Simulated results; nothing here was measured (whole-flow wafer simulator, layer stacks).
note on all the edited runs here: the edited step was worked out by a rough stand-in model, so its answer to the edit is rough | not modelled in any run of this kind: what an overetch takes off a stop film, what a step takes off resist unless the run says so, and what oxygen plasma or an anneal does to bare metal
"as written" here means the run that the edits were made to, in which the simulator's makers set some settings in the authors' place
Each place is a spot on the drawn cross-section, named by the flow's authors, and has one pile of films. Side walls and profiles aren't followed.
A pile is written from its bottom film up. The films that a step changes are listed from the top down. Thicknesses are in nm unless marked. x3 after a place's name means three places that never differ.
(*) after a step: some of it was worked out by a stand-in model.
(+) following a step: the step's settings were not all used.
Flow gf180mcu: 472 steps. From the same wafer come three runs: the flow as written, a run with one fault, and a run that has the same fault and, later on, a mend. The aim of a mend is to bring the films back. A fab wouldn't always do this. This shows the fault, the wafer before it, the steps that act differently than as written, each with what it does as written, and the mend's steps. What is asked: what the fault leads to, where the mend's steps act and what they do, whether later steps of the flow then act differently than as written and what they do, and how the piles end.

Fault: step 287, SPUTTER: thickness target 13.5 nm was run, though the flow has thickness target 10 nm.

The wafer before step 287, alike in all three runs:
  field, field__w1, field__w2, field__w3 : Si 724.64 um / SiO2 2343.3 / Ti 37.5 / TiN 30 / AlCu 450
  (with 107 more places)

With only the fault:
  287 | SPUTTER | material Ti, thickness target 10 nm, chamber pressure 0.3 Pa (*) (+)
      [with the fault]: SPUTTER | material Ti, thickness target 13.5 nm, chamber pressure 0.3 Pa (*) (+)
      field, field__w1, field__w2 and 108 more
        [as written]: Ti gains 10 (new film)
        [with the fault]: Ti gains 13.5 (new film)
  Steps later in the flow that act otherwise than as written (5 other steps are not shown; they differ only slightly, by no more than 2% or 0.5 nm, whichever is larger):
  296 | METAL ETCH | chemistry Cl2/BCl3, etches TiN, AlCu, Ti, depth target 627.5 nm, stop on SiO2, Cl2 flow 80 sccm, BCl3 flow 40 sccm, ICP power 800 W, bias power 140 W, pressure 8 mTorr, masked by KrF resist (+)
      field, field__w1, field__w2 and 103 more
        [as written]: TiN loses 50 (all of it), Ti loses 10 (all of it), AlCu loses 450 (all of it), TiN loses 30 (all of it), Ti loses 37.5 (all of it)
        [with the fault]: TiN loses 50 (all of it), Ti loses 13.5 (all of it), AlCu loses 450 (all of it), TiN loses 30 (all of it), Ti loses 37.5 (all of it)
  The piles end different from the flow's at field__w8, contact, m1, m1__w1, m1_nw by more than 2% or 0.5 nm, whichever is larger.
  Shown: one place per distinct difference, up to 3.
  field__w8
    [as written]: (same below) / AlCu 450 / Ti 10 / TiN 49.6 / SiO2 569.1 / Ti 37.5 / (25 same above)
    [with the fault]: (same below) / AlCu 450 / Ti 13.5 / TiN 49.6 / SiO2 565.6 / Ti 37.5 / (25 same above)
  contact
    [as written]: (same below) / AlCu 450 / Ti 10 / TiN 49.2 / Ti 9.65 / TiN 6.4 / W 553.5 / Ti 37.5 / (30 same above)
    [with the fault]: (same below) / AlCu 450 / Ti 13.5 / TiN 49.2 / Ti 9.67 / TiN 6.42 / W 550 / Ti 37.5 / (30 same above)

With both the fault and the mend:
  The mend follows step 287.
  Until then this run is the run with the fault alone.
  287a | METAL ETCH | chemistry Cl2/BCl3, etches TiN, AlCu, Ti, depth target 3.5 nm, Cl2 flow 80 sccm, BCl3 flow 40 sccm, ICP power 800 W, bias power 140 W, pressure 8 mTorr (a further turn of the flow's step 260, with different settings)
      field, field__w1, field__w2 and 108 more
        Ti loses 3.5
  None of the later steps of the flow acts differently than as written at any place that is followed.
  At every place that both follow, the piles at the end match the flow's.
